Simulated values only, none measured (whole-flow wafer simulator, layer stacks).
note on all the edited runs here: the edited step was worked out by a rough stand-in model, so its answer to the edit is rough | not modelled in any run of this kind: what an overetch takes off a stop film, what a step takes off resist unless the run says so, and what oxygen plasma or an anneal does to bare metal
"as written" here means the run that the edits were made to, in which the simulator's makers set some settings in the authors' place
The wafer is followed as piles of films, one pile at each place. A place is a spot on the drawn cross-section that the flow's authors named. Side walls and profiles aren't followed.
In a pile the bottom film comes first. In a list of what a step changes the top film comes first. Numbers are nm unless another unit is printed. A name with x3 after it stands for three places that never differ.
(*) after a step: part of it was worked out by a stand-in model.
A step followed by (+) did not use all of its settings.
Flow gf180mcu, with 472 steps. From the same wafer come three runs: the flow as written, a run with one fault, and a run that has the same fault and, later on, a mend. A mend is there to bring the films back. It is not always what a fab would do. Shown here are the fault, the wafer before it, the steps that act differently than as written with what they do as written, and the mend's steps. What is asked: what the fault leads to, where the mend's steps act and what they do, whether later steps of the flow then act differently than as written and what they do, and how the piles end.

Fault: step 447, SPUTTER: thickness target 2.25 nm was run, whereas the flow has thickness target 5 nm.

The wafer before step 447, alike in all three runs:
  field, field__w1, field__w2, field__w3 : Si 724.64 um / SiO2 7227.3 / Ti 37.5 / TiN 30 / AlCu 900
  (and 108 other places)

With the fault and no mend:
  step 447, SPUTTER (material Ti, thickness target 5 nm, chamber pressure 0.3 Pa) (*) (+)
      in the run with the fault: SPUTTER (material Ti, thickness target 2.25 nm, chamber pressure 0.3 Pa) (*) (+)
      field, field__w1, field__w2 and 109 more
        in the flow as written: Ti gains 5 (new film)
        in the run with the fault: Ti gains 2.25 (new film)
  Steps further on in the flow that do not act as written (4 other steps are not shown; they differ only slightly, by no more than 2% or 0.5 nm, whichever is larger):
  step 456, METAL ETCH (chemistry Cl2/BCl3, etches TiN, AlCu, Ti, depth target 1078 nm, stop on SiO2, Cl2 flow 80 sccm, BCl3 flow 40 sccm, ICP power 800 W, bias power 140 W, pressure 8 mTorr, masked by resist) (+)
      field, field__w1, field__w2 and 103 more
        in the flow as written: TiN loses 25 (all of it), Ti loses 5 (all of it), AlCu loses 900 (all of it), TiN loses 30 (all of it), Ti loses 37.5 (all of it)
        in the run with the fault: TiN loses 25 (all of it), Ti loses 2.25 (all of it), AlCu loses 900 (all of it), TiN loses 30 (all of it), Ti loses 37.5 (all of it)
  By the end, the piles at field__w8, contact, m1, m1__w1, pad, m1_nw depart from the flow's by more than 2% or 0.5 nm, whichever is larger.
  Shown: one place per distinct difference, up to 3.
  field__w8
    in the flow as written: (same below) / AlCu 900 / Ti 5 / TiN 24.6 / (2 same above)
    in the run with the fault: (same below) / AlCu 900 / Ti 2.25 / TiN 24.6 / (2 same above)
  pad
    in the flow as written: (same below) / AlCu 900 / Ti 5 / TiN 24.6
    in the run with the fault: (same below) / AlCu 900 / Ti 2.25 / TiN 24.6

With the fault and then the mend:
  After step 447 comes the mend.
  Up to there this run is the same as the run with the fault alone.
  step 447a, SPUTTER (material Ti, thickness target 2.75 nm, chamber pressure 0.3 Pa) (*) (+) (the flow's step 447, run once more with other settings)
      field, field__w1, field__w2 and 109 more
        Ti gains 2.75
  Every later step of the flow that is run acts as written at every place that is followed.
  The piles end the same as the flow's at every place that both follow.
